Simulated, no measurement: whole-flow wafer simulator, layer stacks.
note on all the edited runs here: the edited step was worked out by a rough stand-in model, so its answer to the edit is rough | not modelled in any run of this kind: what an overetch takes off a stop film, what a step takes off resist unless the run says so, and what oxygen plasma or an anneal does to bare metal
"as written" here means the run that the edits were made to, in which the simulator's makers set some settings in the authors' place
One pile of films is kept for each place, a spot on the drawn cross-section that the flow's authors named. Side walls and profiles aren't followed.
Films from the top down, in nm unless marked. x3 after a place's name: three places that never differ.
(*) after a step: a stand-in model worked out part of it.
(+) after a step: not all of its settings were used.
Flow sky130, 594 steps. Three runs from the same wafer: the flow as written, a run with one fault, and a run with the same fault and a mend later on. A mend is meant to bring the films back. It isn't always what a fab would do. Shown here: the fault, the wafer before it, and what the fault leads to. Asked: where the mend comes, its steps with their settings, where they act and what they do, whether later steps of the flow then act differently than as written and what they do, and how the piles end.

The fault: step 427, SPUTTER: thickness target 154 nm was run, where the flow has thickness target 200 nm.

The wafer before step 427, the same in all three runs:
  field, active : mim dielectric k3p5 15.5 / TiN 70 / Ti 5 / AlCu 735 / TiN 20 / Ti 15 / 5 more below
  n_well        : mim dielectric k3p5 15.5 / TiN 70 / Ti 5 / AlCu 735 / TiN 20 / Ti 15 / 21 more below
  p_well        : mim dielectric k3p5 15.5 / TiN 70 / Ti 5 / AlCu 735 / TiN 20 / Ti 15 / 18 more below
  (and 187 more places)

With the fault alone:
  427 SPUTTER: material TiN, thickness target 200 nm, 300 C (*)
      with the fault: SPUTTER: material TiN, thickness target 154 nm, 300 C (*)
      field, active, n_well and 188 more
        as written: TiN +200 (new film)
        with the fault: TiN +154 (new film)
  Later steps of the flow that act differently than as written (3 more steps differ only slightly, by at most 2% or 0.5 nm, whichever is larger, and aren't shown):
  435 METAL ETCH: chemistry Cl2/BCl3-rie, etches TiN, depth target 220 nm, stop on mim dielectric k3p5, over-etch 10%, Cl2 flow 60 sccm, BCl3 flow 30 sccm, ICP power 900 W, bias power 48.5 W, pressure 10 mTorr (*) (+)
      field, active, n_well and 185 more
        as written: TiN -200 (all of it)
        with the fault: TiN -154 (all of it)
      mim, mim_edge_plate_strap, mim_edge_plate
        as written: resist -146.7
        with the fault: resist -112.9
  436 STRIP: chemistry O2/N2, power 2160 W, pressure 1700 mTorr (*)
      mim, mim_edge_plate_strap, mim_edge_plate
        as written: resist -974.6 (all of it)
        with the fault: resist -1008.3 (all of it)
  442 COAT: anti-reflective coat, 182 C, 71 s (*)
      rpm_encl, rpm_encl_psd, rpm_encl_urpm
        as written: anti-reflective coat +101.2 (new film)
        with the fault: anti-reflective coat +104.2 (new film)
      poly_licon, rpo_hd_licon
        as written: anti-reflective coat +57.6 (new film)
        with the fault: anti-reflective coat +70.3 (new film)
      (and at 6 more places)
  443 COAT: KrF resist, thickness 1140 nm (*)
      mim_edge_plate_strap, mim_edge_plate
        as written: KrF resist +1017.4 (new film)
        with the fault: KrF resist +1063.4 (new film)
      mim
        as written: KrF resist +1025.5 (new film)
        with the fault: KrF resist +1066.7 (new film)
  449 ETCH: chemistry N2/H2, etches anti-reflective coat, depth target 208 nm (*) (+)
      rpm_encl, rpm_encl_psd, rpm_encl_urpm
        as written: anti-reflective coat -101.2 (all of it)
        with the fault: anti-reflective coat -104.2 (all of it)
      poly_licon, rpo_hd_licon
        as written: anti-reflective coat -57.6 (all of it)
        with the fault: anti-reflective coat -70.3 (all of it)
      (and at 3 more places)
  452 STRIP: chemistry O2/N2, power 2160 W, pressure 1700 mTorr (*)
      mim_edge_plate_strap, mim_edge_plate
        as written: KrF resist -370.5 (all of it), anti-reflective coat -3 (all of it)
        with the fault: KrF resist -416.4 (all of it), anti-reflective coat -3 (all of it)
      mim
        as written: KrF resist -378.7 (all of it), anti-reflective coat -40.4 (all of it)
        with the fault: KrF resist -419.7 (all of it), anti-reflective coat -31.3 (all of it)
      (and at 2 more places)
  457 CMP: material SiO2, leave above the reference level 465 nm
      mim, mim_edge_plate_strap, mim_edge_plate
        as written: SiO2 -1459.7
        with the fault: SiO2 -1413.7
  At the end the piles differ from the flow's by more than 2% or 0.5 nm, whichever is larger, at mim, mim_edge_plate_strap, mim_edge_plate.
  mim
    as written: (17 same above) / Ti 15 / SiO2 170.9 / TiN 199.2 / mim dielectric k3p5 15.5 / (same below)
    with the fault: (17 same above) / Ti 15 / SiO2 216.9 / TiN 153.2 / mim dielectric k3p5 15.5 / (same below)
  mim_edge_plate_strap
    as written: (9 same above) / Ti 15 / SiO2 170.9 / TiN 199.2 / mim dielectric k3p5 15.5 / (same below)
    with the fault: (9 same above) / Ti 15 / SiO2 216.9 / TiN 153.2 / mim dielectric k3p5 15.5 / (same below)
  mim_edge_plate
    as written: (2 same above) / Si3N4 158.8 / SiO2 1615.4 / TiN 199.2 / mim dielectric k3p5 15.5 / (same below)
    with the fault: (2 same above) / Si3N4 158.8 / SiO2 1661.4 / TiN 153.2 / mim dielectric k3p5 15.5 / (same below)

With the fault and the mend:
  The mend comes after step 427.
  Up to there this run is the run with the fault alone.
  427a SPUTTER: material TiN, thickness target 46 nm, 300 C (*) (the flow's step 427 once more, with other settings)
      field, active, n_well and 188 more
        TiN +46
  No later step of the flow acts differently than as written at any place that is followed.
  At the end the piles are the same as the flow's at every place that both follow.
